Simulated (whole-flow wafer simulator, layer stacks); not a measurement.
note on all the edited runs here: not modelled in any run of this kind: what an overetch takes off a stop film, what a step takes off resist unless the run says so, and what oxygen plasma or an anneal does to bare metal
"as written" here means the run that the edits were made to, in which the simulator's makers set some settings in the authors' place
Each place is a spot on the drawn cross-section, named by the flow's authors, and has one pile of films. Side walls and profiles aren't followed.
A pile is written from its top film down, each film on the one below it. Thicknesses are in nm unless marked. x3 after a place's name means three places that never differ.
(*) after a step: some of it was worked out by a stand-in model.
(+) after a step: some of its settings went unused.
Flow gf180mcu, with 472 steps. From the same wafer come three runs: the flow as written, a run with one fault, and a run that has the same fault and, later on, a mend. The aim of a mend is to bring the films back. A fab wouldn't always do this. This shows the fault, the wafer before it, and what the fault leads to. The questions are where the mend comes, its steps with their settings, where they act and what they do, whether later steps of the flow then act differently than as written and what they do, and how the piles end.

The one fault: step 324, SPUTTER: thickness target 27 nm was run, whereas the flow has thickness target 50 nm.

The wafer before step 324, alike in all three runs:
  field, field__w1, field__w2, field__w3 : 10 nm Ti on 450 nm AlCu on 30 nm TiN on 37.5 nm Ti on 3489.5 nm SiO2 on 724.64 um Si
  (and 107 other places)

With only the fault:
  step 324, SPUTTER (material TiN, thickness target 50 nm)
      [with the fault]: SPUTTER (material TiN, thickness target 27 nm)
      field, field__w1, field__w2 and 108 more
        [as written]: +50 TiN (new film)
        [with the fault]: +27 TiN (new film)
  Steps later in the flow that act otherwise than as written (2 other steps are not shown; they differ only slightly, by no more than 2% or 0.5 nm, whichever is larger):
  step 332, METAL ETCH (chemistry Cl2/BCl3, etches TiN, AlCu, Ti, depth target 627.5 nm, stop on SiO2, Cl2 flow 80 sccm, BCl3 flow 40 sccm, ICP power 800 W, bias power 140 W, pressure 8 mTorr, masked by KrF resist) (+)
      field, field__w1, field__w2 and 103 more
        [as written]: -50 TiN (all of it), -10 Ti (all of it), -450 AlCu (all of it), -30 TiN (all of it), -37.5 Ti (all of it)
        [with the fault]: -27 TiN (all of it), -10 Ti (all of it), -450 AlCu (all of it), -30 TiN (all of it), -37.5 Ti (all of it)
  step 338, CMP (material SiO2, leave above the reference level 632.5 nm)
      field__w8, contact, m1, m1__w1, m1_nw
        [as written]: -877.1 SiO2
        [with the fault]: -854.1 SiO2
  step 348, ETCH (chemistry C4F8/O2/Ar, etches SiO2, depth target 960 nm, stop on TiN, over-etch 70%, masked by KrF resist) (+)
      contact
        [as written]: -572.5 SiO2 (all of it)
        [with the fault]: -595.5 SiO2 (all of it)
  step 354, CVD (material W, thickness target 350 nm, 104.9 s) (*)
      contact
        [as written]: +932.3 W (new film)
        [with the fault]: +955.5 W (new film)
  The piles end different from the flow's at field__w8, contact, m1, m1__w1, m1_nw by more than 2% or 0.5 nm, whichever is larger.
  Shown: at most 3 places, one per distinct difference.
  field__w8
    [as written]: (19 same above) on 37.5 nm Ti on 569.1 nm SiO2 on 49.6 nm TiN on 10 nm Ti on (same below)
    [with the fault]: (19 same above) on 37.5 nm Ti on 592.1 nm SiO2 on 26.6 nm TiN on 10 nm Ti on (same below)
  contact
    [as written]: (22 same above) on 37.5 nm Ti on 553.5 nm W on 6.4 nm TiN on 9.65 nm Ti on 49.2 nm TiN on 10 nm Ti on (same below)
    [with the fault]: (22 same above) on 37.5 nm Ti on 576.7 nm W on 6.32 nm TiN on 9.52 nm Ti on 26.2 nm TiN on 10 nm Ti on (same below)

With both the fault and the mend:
  The mend stands after step 324.
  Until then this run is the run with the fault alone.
  step 324a, SPUTTER (material TiN, thickness target 23 nm) (a further turn of the flow's step 324, with different settings)
      field, field__w1, field__w2 and 108 more
        +23 TiN
  Later steps of the flow that are run all act as written at every place that is followed.
  At every place that both follow, the piles at the end match the flow's.
